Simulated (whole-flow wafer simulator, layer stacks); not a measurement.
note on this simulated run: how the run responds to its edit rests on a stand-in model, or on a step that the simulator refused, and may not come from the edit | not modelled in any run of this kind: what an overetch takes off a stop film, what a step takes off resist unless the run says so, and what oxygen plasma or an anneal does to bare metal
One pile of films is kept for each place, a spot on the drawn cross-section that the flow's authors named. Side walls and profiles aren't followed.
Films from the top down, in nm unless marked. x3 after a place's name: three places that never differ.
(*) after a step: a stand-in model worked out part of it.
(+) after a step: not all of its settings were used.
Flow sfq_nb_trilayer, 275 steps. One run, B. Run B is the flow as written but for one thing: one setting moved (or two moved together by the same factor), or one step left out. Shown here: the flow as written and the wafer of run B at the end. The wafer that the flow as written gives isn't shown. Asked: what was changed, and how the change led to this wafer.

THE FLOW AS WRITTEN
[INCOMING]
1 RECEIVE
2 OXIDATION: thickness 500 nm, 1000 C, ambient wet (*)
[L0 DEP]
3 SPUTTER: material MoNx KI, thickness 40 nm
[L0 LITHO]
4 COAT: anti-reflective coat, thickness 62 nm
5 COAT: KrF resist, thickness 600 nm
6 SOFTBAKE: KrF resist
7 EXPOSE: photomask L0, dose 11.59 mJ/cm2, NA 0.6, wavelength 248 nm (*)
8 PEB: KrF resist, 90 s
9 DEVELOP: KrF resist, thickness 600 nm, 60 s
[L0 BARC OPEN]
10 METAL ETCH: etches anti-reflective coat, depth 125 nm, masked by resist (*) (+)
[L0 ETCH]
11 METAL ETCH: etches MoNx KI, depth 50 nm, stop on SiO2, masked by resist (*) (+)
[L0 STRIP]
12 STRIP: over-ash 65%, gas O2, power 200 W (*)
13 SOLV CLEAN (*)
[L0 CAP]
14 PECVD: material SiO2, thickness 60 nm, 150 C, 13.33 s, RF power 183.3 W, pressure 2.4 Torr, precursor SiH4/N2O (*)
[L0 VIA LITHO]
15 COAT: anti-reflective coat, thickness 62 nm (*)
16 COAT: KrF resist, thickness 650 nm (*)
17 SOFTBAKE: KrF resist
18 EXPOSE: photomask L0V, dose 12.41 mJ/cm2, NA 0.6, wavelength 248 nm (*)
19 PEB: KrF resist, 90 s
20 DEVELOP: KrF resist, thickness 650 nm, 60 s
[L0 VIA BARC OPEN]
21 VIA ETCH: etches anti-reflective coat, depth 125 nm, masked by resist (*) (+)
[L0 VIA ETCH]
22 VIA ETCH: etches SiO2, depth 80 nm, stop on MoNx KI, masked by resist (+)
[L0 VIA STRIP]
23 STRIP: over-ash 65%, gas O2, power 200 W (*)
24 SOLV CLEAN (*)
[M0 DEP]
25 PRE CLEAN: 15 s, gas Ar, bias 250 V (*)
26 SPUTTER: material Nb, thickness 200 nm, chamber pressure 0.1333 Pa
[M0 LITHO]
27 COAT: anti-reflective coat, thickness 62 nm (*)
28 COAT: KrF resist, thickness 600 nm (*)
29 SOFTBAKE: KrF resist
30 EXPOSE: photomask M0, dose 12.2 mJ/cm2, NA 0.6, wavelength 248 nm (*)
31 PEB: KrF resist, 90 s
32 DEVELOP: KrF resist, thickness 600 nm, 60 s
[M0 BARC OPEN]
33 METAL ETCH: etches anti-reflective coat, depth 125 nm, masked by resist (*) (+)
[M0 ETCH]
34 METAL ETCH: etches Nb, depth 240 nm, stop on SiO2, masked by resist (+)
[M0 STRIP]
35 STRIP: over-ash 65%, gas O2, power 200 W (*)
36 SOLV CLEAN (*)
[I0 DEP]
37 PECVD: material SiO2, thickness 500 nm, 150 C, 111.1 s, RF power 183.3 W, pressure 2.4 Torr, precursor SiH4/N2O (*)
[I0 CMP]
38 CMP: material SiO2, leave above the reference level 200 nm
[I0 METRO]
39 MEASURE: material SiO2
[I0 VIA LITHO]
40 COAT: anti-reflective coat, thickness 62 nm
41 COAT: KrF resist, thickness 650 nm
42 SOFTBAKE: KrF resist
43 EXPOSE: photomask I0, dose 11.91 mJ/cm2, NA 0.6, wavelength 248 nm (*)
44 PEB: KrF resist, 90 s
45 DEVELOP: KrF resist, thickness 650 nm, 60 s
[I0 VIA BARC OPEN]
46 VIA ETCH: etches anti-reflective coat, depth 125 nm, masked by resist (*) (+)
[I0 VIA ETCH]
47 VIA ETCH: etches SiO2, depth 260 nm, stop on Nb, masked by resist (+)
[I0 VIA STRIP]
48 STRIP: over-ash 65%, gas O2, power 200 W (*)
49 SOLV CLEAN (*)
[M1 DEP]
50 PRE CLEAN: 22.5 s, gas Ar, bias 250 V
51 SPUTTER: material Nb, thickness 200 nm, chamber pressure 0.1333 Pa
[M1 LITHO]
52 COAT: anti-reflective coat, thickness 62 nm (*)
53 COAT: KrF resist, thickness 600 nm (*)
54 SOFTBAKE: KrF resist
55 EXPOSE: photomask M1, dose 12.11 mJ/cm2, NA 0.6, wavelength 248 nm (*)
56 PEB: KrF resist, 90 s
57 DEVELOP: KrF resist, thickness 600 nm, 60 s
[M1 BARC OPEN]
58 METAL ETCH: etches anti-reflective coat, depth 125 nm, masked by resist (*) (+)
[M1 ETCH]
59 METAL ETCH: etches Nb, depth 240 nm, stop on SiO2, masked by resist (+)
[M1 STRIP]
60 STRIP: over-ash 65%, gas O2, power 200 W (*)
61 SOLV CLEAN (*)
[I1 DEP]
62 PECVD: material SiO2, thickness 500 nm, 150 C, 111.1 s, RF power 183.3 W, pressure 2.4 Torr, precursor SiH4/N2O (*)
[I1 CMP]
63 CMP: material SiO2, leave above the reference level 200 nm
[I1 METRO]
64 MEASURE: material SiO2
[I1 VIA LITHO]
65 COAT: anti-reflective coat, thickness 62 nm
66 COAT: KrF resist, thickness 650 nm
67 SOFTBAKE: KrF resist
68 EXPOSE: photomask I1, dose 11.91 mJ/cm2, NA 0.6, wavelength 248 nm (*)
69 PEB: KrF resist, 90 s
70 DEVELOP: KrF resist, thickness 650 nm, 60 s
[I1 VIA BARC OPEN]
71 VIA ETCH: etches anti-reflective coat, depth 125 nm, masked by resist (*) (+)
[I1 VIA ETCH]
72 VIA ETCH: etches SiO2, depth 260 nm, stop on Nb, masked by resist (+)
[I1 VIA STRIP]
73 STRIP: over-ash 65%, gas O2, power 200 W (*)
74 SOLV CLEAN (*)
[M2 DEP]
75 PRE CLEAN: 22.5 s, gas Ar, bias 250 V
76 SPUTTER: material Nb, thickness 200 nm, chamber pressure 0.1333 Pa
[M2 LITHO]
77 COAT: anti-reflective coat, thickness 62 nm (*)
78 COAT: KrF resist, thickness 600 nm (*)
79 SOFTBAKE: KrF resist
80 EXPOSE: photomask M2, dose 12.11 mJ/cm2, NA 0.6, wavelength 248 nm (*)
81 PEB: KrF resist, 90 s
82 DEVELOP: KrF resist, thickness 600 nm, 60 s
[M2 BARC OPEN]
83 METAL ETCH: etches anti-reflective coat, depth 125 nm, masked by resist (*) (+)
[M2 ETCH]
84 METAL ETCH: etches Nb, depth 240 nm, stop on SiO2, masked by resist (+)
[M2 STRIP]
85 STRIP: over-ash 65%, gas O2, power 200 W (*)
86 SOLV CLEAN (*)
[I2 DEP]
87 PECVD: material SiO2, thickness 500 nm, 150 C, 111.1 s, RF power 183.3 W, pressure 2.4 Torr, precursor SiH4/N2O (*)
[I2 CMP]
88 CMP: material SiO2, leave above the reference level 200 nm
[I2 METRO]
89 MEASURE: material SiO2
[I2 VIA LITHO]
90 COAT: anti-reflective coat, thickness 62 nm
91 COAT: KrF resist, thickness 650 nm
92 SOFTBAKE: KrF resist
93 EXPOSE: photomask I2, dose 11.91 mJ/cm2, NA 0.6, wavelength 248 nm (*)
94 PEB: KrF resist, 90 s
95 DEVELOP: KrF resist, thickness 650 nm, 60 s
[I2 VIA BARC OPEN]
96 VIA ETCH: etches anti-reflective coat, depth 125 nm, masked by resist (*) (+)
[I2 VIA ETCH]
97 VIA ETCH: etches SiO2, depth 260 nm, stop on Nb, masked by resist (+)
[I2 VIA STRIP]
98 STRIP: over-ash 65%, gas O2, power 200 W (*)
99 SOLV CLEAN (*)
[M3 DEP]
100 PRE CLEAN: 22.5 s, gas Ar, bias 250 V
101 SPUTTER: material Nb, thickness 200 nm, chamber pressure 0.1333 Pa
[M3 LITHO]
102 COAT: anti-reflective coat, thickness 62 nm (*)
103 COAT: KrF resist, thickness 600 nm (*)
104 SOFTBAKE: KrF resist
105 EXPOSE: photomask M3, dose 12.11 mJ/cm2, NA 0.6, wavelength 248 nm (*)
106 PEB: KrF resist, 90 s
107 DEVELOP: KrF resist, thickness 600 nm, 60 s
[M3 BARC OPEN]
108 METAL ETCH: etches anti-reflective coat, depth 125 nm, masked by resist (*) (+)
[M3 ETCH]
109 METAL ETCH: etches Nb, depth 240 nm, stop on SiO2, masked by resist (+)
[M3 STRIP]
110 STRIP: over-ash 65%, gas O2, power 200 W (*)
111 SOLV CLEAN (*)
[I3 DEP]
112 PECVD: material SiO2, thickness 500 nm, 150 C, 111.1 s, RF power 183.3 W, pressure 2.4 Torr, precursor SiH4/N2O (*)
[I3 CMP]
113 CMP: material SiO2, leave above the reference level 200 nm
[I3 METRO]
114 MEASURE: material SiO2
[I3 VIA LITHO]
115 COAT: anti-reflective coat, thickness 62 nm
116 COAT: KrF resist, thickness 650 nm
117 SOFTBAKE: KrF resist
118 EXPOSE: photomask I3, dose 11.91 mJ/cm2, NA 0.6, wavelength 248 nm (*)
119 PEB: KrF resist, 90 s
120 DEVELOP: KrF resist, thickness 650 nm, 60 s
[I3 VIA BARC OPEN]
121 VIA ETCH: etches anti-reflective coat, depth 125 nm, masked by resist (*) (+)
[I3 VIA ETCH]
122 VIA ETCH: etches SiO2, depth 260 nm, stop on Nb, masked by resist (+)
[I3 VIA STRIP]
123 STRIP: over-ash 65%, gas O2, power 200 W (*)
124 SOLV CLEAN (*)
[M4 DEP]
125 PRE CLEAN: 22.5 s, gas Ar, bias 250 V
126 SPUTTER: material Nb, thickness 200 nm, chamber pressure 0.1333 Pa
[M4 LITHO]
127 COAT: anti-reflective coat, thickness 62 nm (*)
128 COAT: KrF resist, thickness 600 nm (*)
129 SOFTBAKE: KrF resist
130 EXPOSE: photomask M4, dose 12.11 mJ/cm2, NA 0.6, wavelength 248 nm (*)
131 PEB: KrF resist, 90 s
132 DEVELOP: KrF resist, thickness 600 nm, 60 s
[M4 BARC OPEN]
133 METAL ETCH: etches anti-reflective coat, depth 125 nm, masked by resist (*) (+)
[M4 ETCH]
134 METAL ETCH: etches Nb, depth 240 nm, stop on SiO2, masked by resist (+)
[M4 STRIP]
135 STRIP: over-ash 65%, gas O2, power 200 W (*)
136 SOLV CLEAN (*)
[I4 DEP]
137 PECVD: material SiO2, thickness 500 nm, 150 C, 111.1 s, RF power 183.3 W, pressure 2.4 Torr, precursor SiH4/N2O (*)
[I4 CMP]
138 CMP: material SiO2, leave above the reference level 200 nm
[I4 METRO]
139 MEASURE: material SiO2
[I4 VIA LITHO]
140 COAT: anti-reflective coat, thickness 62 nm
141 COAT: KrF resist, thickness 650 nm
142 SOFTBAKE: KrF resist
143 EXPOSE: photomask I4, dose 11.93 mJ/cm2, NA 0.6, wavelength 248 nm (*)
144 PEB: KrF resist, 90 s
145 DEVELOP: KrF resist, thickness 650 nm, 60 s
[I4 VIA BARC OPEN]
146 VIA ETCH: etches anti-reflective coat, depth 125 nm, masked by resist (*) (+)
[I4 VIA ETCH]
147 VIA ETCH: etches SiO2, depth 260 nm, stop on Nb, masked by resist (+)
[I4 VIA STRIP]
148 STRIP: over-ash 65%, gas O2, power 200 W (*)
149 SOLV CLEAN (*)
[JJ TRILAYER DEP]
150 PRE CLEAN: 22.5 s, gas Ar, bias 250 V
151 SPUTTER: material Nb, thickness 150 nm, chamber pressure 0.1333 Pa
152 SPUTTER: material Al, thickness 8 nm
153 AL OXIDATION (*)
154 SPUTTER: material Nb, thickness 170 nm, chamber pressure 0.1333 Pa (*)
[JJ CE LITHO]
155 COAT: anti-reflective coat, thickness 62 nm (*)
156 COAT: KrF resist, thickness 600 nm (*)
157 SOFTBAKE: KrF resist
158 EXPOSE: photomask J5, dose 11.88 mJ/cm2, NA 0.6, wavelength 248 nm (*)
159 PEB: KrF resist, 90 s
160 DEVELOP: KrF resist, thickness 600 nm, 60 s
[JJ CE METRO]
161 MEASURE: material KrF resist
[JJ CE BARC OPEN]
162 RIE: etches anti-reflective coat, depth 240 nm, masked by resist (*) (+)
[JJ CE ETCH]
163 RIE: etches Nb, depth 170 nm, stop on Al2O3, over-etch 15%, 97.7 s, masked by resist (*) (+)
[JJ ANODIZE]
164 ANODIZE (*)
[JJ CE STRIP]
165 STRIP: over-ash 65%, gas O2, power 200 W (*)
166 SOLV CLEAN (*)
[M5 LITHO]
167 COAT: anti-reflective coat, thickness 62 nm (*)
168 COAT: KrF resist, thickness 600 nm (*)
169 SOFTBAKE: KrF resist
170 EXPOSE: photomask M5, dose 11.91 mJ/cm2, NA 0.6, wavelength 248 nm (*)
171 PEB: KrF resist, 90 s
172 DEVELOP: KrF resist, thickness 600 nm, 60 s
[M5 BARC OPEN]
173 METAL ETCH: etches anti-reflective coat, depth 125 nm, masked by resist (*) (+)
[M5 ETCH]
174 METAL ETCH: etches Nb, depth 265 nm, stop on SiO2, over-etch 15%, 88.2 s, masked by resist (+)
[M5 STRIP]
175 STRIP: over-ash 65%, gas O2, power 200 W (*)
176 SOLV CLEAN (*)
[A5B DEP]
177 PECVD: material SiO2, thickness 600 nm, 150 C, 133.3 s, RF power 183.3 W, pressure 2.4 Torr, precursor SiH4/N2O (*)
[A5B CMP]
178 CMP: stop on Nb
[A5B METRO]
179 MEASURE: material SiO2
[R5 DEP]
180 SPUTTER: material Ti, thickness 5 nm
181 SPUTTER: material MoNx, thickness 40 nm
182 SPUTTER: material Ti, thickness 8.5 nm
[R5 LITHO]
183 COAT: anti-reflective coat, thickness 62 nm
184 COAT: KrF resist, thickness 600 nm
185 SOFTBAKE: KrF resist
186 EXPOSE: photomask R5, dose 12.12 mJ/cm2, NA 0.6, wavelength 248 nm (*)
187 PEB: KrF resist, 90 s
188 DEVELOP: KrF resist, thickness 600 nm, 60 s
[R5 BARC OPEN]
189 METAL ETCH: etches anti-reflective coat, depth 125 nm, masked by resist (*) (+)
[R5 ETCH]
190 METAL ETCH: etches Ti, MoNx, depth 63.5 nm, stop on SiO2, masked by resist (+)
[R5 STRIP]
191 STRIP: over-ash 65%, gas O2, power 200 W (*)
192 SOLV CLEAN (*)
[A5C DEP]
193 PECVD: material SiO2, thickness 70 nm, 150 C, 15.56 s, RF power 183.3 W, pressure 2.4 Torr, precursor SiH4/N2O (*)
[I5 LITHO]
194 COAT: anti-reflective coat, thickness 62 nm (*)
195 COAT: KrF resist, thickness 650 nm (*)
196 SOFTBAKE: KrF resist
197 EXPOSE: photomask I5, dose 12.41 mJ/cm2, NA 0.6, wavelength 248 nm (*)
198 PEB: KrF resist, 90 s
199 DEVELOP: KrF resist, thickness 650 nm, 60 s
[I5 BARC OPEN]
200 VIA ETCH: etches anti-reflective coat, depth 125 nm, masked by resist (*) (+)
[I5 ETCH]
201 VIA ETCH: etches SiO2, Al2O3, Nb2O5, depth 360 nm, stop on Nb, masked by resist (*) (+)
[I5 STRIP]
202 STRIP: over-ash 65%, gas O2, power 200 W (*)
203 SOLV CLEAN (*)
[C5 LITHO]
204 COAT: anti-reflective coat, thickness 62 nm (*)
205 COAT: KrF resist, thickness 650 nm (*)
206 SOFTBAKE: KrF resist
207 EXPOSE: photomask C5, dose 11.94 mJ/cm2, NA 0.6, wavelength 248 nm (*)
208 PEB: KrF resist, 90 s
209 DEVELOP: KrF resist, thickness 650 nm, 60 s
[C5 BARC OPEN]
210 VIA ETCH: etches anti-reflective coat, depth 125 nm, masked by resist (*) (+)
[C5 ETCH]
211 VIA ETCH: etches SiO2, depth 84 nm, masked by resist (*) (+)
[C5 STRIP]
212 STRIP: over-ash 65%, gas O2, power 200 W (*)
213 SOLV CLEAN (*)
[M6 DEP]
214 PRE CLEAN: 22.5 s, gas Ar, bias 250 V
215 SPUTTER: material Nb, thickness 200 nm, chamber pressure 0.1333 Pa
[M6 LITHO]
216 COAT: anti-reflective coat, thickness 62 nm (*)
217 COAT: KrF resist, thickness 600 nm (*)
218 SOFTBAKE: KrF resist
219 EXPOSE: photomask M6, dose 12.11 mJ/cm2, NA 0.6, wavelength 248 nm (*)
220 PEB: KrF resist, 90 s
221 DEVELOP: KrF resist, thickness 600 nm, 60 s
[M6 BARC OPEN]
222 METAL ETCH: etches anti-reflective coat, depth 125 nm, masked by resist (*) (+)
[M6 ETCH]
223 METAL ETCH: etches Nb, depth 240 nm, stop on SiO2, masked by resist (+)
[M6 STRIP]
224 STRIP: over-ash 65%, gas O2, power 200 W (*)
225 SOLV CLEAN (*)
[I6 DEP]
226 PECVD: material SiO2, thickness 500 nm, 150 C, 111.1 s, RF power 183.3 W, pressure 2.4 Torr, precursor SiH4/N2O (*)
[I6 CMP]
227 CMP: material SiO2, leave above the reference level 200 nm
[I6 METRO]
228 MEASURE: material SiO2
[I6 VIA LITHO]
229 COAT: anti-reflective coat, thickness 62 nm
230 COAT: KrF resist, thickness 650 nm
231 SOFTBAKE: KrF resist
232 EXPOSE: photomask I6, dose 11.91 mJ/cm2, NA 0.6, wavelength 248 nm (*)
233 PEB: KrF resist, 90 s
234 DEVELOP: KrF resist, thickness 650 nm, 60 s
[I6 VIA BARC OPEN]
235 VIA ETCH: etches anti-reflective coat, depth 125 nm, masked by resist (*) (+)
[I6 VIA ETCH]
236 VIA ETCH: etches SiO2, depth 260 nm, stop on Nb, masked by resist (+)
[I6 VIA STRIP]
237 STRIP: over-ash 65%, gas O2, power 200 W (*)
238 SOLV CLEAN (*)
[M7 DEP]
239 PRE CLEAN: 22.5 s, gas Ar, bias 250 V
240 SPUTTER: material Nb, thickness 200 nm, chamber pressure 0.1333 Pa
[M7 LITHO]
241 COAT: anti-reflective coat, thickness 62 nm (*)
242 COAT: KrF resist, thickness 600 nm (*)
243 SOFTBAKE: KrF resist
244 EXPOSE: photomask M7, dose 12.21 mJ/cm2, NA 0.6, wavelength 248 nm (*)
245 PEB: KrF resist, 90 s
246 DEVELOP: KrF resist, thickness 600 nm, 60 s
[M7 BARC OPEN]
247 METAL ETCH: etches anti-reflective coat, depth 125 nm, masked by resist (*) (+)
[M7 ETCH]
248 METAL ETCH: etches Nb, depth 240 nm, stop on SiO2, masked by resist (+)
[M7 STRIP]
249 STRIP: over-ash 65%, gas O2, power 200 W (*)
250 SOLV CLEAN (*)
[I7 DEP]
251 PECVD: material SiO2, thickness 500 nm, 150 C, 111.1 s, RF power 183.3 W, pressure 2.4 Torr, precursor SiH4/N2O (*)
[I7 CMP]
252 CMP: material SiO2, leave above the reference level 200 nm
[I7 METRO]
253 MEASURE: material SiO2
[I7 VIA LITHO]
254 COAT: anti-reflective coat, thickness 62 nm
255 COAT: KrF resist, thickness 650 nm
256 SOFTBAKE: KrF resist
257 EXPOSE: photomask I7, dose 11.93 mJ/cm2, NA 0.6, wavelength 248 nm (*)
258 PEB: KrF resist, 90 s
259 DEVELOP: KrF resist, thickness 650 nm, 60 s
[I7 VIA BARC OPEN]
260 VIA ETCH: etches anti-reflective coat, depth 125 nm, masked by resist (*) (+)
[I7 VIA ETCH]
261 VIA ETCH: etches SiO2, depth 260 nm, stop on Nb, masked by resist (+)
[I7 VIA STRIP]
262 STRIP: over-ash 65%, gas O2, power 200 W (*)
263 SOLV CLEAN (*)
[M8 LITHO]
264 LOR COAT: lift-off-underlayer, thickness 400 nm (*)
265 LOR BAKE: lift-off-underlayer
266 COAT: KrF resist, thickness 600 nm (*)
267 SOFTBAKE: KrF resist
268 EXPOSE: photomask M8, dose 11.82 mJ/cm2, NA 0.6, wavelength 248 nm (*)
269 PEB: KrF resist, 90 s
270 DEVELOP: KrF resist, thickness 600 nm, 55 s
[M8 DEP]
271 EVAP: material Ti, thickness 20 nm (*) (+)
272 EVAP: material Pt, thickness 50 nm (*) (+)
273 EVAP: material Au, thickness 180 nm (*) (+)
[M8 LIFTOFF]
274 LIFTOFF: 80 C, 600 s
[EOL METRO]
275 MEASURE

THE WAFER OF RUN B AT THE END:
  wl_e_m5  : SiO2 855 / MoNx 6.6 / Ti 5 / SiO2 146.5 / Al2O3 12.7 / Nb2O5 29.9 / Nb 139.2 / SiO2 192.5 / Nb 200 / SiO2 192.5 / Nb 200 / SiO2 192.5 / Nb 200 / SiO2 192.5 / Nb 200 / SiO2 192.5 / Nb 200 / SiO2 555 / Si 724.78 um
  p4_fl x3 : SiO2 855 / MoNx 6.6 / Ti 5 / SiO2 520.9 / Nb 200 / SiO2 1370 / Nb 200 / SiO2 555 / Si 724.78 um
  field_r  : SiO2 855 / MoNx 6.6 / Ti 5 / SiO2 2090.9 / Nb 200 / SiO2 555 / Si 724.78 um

The cause: step 181, SPUTTER: thickness 61.6 nm was run, where the flow has thickness 40 nm.

How the change led to this, step by step:
  181 SPUTTER: material MoNx, thickness 40 nm
      field_l, v_sur, via_wl and 103 more: MoNx +61.6 (new film) (as written it would be: MoNx +40 (new film))
  190 METAL ETCH: etches Ti, MoNx, depth 63.5 nm, stop on SiO2, masked by resist (+)
      field_l, v_sur, via_wl and 92 more: Ti -8.5 (all of it), MoNx -55 (as written it would be: Ti -8.5 (all of it), MoNx -40 (all of it), Ti -5 (all of it))
      ce_l, c5j, ce_r, wl_jj: Ti -8.5 (all of it), MoNx -55 (as written it would be: Ti -8.5 (all of it), MoNx -40 (all of it), Ti -5 (all of it), Nb -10)
  193 PECVD: material SiO2, thickness 70 nm, 150 C, 15.56 s, RF power 183.3 W, pressure 2.4 Torr, precursor SiH4/N2O (*)
      field_l, v_sur, via_wl and 92 more: SiO2 +70 (new film) (as written it would be: SiO2 +70)
  194 COAT: anti-reflective coat, thickness 62 nm (*)
      wl_j_sl, wl_j_sr: anti-reflective coat +62 (new film) (as written it would be: anti-reflective coat +60.2 (new film))
      r5r_spacepad_l, r5r_spacepad_r: anti-reflective coat +88.7 (new film) (as written it would be: anti-reflective coat +84.4 (new film))
      (and at 12 more places)
  201 VIA ETCH: etches SiO2, Al2O3, Nb2O5, depth 360 nm, stop on Nb, masked by resist (*) (+)
      be: SiO2 -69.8 (all of it), MoNx -6.6 (all of it), Ti -5 (all of it), SiO2 -146.5 (all of it), Al2O3 -12.7 (all of it), Nb2O5 -29.9 (all of it) (as written it would be: SiO2 -216.4 (all of it), Al2O3 -12.7 (all of it), Nb2O5 -29.9 (all of it))
  202 STRIP: over-ash 65%, gas O2, power 200 W (*)
      wl_j_sl, wl_j_sr: KrF resist -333 (all of it), anti-reflective coat -62 (all of it) (as written it would be: KrF resist -333.3 (all of it), anti-reflective coat -60.2 (all of it))
      r5r_spacepad_l, r5r_spacepad_r: KrF resist -336 (all of it), anti-reflective coat -88.7 (all of it) (as written it would be: KrF resist -335.6 (all of it), anti-reflective coat -84.4 (all of it))
      (and at 12 more places)
  204 COAT: anti-reflective coat, thickness 62 nm (*)
      wl_j_sl, wl_j_sr: anti-reflective coat +62 (new film) (as written it would be: anti-reflective coat +60.2 (new film))
      r5r_spacepad_l, r5r_spacepad_r: anti-reflective coat +88.7 (new film) (as written it would be: anti-reflective coat +84.4 (new film))
      (and at 12 more places)
  210 VIA ETCH: etches anti-reflective coat, depth 125 nm, masked by resist (*) (+)
      c5j: anti-reflective coat -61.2 (all of it), SiO2 -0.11 (as written it would be: anti-reflective coat -63.9 (all of it), SiO2 -0.11)
  211 VIA ETCH: etches SiO2, depth 84 nm, masked by resist (*) (+)
      c5j: SiO2 -69.9 (all of it) (as written it would be: SiO2 -69.9 (all of it), Nb -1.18)
  212 STRIP: over-ash 65%, gas O2, power 200 W (*)
      wl_j_sl, wl_j_sr: KrF resist -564 (all of it), anti-reflective coat -62 (all of it) (as written it would be: KrF resist -563.4 (all of it), anti-reflective coat -60.2 (all of it))
      r5r_spacepad_l, r5r_spacepad_r: KrF resist -566.9 (all of it), anti-reflective coat -88.7 (all of it) (as written it would be: KrF resist -565.8 (all of it), anti-reflective coat -84.4 (all of it))
      (and at 11 more places)
  214 PRE CLEAN: 22.5 s, gas Ar, bias 250 V
      c5j: MoNx -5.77 (as written it would be: Nb -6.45)
  215 SPUTTER: material Nb, thickness 200 nm, chamber pressure 0.1333 Pa
      c5j: Nb +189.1 (new film) (as written it would be: Nb +188.4)
  216 COAT: anti-reflective coat, thickness 62 nm (*)
      r5r_line_l, r5r_line_c, r5r_line_r: anti-reflective coat +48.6 (new film) (as written it would be: anti-reflective coat +50 (new film))
      wl_j_sl, wl_j_sr: anti-reflective coat +62 (new film) (as written it would be: anti-reflective coat +60.2 (new film))
      (and at 13 more places)
  222 METAL ETCH: etches anti-reflective coat, depth 125 nm, masked by resist (*) (+)
      r5r_line_l, r5r_line_c, r5r_line_r: anti-reflective coat -48.6 (all of it) (as written it would be: anti-reflective coat -50 (all of it))
      r5r_spacepad_l, r5r_spacepad_r: anti-reflective coat -90.7 (all of it) (as written it would be: anti-reflective coat -85.7 (all of it))
      (and at 1 more place)
  224 STRIP: over-ash 65%, gas O2, power 200 W (*)
      wl_j_sl, wl_j_sr: KrF resist -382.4 (all of it), anti-reflective coat -62 (all of it) (as written it would be: KrF resist -382.5 (all of it), anti-reflective coat -60.2 (all of it))
      be_sur: KrF resist -371.5 (all of it), anti-reflective coat -42.9 (all of it) (as written it would be: KrF resist -371.2 (all of it), anti-reflective coat -43.8 (all of it))
      (and at 9 more places)
  226 PECVD: material SiO2, thickness 500 nm, 150 C, 111.1 s, RF power 183.3 W, pressure 2.4 Torr, precursor SiH4/N2O (*)
      be: SiO2 +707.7 (new film) (as written it would be: SiO2 +693.5 (new film))
  227 CMP: material SiO2, leave above the reference level 200 nm
      r5r_line_l, r5r_spacepad_l, r5r_spacepad_r, r5r_line_c, r5r_line_r: SiO2 -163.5 (as written it would be: SiO2 -153.5)
      ce_l, ce_r, wl_jj: SiO2 -300 (as written it would be: SiO2 -290)
      (and at 5 more places)
Counting metal films that touch as one body, wl_e_m5 has 7 bodies (between them, from the top down: SiO2 146.5 / Al2O3 12.7 / Nb2O5 29.9; SiO2 192.5; SiO2 192.5; SiO2 192.5; SiO2 192.5; SiO2 192.5); the flow as written gives 6 bodies (between them, from the top down: SiO2 192.5; SiO2 192.5; SiO2 192.5; SiO2 192.5; SiO2 192.5).
Counting metal films that touch as one body, p4_fl x3 has 3 bodies (between them, from the top down: SiO2 520.9; SiO2 1370); the flow as written gives 2 bodies (between them, from the top down: SiO2 1370).
Counting metal films that touch as one body, field_r has 2 bodies (between them, from the top down: SiO2 2090.9); the flow as written gives 1 body.
